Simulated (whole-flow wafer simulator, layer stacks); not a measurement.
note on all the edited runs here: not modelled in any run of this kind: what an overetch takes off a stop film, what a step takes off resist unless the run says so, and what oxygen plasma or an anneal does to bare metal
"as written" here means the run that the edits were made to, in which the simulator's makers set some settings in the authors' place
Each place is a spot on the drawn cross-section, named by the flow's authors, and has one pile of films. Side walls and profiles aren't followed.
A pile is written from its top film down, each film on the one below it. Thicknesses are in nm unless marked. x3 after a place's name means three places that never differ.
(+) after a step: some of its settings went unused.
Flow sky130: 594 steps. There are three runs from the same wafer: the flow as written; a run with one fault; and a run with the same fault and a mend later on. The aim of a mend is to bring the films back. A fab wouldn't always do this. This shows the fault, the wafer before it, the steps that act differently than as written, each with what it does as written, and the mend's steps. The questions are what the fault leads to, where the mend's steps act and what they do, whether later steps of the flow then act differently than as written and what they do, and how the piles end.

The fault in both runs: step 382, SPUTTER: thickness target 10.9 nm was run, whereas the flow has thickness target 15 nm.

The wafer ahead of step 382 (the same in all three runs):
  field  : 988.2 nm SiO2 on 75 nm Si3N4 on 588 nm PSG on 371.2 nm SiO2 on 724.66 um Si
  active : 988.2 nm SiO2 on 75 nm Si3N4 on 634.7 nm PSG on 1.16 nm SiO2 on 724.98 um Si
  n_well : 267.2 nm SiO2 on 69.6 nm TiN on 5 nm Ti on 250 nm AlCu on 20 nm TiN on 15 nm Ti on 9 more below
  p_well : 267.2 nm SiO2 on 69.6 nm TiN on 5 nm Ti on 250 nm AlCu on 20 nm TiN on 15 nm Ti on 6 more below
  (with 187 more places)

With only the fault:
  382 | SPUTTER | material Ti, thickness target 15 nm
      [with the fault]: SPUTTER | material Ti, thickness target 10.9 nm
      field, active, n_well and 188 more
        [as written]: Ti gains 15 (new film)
        [with the fault]: Ti gains 10.9 (new film)
  Later steps of the flow acting differently than as written (13 other steps are not shown; they differ only slightly, by no more than 2% or 0.5 nm, whichever is larger):
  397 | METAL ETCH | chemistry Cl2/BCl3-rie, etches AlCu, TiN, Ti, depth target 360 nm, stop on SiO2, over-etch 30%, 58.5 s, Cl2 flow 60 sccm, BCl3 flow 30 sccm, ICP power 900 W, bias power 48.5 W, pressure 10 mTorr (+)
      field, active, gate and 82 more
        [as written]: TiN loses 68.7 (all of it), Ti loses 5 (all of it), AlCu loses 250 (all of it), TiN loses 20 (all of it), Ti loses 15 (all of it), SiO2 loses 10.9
        [with the fault]: TiN loses 68.7 (all of it), Ti loses 5 (all of it), AlCu loses 250 (all of it), TiN loses 20 (all of it), Ti loses 10.9 (all of it), SiO2 loses 11.3
  By the end, the piles at n_well, p_well, gate_hv and 103 more depart from the flow's by more than 2% or 0.5 nm, whichever is larger.
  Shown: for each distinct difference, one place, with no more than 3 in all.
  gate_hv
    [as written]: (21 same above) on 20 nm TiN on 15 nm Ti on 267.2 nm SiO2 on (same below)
    [with the fault]: (21 same above) on 20 nm TiN on 10.9 nm Ti on 267.2 nm SiO2 on (same below)
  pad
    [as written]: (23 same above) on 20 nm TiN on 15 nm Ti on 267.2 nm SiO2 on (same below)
    [with the fault]: (23 same above) on 20 nm TiN on 10.9 nm Ti on 267.2 nm SiO2 on (same below)
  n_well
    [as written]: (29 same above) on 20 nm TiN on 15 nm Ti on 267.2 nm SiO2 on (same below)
    [with the fault]: (29 same above) on 20 nm TiN on 10.9 nm Ti on 267.2 nm SiO2 on (same below)

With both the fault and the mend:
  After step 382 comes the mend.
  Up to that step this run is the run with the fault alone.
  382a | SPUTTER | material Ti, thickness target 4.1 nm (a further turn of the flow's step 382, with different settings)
      field, active, n_well and 188 more
        Ti gains 4.1
  Later steps of the flow that are run all act as written at every place that is followed.
  By the end, the piles equal the flow's at every place that both follow.
